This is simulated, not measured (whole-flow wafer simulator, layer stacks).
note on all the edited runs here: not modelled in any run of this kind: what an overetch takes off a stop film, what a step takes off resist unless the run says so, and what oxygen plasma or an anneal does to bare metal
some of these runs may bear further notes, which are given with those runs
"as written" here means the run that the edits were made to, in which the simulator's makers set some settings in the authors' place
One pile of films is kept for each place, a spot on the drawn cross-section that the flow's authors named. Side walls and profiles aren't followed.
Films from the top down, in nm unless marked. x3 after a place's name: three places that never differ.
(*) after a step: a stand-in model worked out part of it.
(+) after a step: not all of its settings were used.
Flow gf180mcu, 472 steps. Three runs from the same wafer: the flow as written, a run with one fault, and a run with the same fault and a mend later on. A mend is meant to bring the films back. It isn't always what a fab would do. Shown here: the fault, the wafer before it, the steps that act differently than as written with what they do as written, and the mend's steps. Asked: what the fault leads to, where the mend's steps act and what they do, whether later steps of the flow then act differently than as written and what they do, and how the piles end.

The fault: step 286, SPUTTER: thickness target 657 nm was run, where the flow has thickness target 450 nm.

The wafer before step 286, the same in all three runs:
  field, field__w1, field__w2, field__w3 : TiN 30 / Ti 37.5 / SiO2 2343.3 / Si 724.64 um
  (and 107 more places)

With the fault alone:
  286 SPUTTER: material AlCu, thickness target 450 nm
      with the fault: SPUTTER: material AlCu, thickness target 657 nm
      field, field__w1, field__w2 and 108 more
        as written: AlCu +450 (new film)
        with the fault: AlCu +657 (new film)
  Later steps of the flow that act differently than as written:
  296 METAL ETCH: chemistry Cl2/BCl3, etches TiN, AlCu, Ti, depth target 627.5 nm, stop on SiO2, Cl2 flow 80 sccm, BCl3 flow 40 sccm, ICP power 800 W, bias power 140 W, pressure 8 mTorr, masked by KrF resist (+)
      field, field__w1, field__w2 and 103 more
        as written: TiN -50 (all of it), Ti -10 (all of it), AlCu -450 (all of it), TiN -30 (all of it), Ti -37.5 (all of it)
        with the fault: TiN -50 (all of it), Ti -10 (all of it), AlCu -567.5
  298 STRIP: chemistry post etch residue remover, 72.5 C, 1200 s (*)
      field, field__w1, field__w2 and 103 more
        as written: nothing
        with the fault: AlCu -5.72
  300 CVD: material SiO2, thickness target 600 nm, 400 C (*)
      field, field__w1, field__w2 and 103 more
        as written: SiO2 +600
        with the fault: SiO2 +600 (new film)
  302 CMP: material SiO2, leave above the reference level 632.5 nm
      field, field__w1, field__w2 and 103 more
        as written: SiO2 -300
        with the fault: SiO2 -244.3
  At the end the piles differ from the flow's by more than 2% or 0.5 nm, whichever is larger, at field, field__w1, field__w2 and 109 more.
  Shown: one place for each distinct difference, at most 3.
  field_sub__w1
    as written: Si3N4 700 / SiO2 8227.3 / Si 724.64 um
    with the fault: Si3N4 700 / SiO2 5939.7 / AlCu 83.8 / TiN 30 / Ti 37.5 / SiO2 2343.2 / Si 724.64 um
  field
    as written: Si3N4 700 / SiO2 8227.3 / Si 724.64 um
    with the fault: Si3N4 700 / SiO2 5939.7 / AlCu 83.8 / TiN 30 / Ti 37.5 / SiO2 2343.3 / Si 724.64 um
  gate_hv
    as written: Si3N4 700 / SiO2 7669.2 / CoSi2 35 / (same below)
    with the fault: Si3N4 700 / SiO2 5939.7 / AlCu 83.8 / TiN 30 / Ti 37.5 / SiO2 1785.1 / CoSi2 35 / (same below)

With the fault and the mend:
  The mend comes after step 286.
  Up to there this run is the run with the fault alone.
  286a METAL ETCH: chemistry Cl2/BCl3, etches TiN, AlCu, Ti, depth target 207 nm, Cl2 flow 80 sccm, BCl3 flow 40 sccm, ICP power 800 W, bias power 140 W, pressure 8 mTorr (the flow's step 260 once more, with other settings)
      field, field__w1, field__w2 and 108 more
        AlCu -207
  No later step of the flow acts differently than as written at any place that is followed.
  At the end the piles are the same as the flow's at every place that both follow.
